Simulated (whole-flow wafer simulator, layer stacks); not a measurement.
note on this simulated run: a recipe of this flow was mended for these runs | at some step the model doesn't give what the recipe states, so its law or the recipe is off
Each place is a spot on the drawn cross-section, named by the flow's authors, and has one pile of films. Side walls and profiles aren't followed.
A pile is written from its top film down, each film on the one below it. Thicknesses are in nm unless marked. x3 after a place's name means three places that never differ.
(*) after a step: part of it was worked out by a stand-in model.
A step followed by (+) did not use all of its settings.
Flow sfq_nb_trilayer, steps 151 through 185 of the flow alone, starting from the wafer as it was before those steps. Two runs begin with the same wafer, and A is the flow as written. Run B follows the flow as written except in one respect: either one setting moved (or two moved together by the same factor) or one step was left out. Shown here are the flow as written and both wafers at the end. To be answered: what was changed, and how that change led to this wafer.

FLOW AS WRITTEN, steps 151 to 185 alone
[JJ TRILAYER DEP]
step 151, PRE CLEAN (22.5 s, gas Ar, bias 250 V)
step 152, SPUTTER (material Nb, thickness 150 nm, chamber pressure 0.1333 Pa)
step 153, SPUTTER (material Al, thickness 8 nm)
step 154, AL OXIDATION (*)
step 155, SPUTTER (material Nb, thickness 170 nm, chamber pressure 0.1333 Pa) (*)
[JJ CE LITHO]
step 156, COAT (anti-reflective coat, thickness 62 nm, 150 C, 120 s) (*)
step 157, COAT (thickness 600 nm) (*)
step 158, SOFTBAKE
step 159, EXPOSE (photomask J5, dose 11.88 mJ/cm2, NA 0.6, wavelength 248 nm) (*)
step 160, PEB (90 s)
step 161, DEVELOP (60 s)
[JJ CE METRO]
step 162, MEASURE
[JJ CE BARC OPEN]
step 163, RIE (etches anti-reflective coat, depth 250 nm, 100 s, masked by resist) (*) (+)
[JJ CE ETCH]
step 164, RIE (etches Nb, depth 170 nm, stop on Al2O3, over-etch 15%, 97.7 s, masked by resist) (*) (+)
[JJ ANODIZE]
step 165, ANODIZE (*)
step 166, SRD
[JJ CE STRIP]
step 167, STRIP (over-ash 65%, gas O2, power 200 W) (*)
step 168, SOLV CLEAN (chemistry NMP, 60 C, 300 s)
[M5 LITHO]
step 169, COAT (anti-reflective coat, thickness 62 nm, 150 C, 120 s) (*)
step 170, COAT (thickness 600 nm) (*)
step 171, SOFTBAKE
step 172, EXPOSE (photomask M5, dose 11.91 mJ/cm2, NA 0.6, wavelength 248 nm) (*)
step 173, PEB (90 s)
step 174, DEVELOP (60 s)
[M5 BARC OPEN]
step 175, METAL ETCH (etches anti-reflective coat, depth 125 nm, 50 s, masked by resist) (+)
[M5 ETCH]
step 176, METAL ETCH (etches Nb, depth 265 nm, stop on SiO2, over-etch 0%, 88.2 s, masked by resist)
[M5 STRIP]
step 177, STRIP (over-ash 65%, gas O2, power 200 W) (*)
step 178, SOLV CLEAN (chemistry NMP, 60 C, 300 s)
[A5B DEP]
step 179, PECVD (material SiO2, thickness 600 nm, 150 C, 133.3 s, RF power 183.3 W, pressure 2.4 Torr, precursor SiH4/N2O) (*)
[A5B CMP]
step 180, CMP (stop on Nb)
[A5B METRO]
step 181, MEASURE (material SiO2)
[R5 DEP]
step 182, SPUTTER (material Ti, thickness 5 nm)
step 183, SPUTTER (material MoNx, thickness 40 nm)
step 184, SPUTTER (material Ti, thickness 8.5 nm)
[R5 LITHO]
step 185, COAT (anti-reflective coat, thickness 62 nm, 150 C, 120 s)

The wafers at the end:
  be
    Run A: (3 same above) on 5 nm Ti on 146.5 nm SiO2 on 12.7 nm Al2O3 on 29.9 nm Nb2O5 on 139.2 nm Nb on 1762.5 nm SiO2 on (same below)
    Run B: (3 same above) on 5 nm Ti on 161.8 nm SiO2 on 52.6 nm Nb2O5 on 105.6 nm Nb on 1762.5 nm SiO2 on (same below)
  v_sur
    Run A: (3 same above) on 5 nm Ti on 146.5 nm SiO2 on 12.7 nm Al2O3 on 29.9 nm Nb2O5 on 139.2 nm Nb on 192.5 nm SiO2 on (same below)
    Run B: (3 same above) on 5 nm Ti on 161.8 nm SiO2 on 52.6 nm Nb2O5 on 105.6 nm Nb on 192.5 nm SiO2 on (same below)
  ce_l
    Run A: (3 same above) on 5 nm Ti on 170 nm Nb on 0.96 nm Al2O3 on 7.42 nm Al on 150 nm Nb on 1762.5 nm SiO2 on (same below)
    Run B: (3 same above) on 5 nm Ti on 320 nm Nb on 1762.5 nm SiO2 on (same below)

Cause: step 153, SPUTTER: material Al, thickness 8 nm, was not run.

How this came from the change, step by step:
  step 154, AL OXIDATION (*)
      field_l, v_sur, via_wl and 103 more: A Al2O3 gains 0.96 (new film), Al loses 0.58 | B nothing
  step 155, SPUTTER (material Nb, thickness 170 nm, chamber pressure 0.1333 Pa) (*)
      field_l, v_sur, via_sp and 100 more: A Nb gains 170 (new film) | B Nb gains 170
      via_wl, via_wr: A Nb gains 139.9 (new film) | B Nb gains 140.6
      (also at 1 further place)
  step 156, COAT (anti-reflective coat, thickness 62 nm, 150 C, 120 s) (*)
      via_wl, via_wr: A anti-reflective coat gains 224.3 (new film) | B anti-reflective coat gains 215.3 (new film)
      via_w: A anti-reflective coat gains 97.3 (new film) | B anti-reflective coat gains 94.3 (new film)
  step 163, RIE (etches anti-reflective coat, depth 250 nm, 100 s, masked by resist) (*) (+)
      via_wl, via_wr: A anti-reflective coat loses 224.3 (all of it) | B anti-reflective coat loses 215.3 (all of it)
      via_w: A anti-reflective coat loses 97.3 (all of it) | B anti-reflective coat loses 94.3 (all of it)
  step 164, RIE (etches Nb, depth 170 nm, stop on Al2O3, over-etch 15%, 97.7 s, masked by resist) (*) (+)
      field_l, v_sur, via_sp and 96 more: A Nb loses 170 (all of it), Al2O3 loses 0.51 | B Nb loses 195.5
      via_wl, via_wr: A Nb loses 139.9 (all of it), Al2O3 loses 0.96 (all of it) | B Nb loses 195.5
      (also at 1 further place)
  step 165, ANODIZE (*)
      field_l, v_sur, via_sp and 96 more: A Al2O3 gains 12.2, Nb2O5 gains 29.9 (new film), Al loses 7.42 (all of it), Nb loses 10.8 | B Nb2O5 gains 52.6 (new film), Nb loses 18.9
      via_wl, via_wr: A Al2O3 gains 7.51 (new film), Nb2O5 gains 39.2 (new film), Al loses 4.55 (all of it), Nb loses 14.1 | B Nb2O5 gains 52.6 (new film), Nb loses 18.9
      (also at 1 further place)
  step 169, COAT (anti-reflective coat, thickness 62 nm, 150 C, 120 s) (*)
      via_wl, via_wr: A anti-reflective coat gains 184 (new film) | B anti-reflective coat gains 198 (new film)
      wl_j_sl, wl_j_sr: A anti-reflective coat gains 110.7 (new film) | B anti-reflective coat gains 115.8 (new film)
      (also at 12 further places)
  step 170, COAT (thickness 600 nm) (*)
      via_w: A KrF-resist-other-grade gains 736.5 (new film) | B KrF-resist-other-grade gains 759.3 (new film)
  step 175, METAL ETCH (etches anti-reflective coat, depth 125 nm, 50 s, masked by resist) (+)
      r_sur: A anti-reflective coat loses 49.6 (all of it), Al2O3 loses 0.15 | B anti-reflective coat loses 48.5 (all of it)
      wl_a_sl: A anti-reflective coat loses 54.5 (all of it), Al2O3 loses 0.14 | B anti-reflective coat loses 52.1 (all of it)
      (also at 1 further place)
  step 176, METAL ETCH (etches Nb, depth 265 nm, stop on SiO2, over-etch 0%, 88.2 s, masked by resist)
      field_l, res, r_end and 47 more: A Al2O3 loses 12.6 (all of it), Nb2O5 loses 29.9 (all of it), Nb loses 139.2 (all of it), SiO2 loses 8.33 | B Nb2O5 loses 52.6 (all of it), Nb loses 105.6 (all of it), SiO2 loses 10.7
      r_sur, wl_a_sl, wl_a_m6: A Al2O3 loses 12.5 (all of it), Nb2O5 loses 29.9 (all of it), Nb loses 139.2 (all of it), SiO2 loses 8.33 | B Nb2O5 loses 52.6 (all of it), Nb loses 105.6 (all of it), SiO2 loses 10.7
  step 177, STRIP (over-ash 65%, gas O2, power 200 W) (*)
      v_sur: A KrF-resist-other-grade loses 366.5 (all of it), anti-reflective coat loses 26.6 (all of it) | B KrF-resist-other-grade loses 360.9 (all of it), anti-reflective coat loses 25.7 (all of it)
      via_wl: A KrF-resist-other-grade loses 418.2 (all of it), anti-reflective coat loses 184 (all of it) | B KrF-resist-other-grade loses 425.4 (all of it), anti-reflective coat loses 198 (all of it)
      (also at 13 further places)
  step 180, CMP (stop on Nb)
      field_l, lsp_m, ln_m6 and 44 more: A SiO2 loses 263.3 | B SiO2 loses 269.3
      v_sur, via_sp, via_v and 43 more: A SiO2 loses 453.5 | B SiO2 loses 438.2
      (also at 9 further places)
With metal films that touch counted as one body, ce_l has 2 bodies (between them, from the top down: SiO2 1762.5); the flow as written gives 3 bodies (between them, from the top down: Al2O3 0.96; SiO2 1762.5).
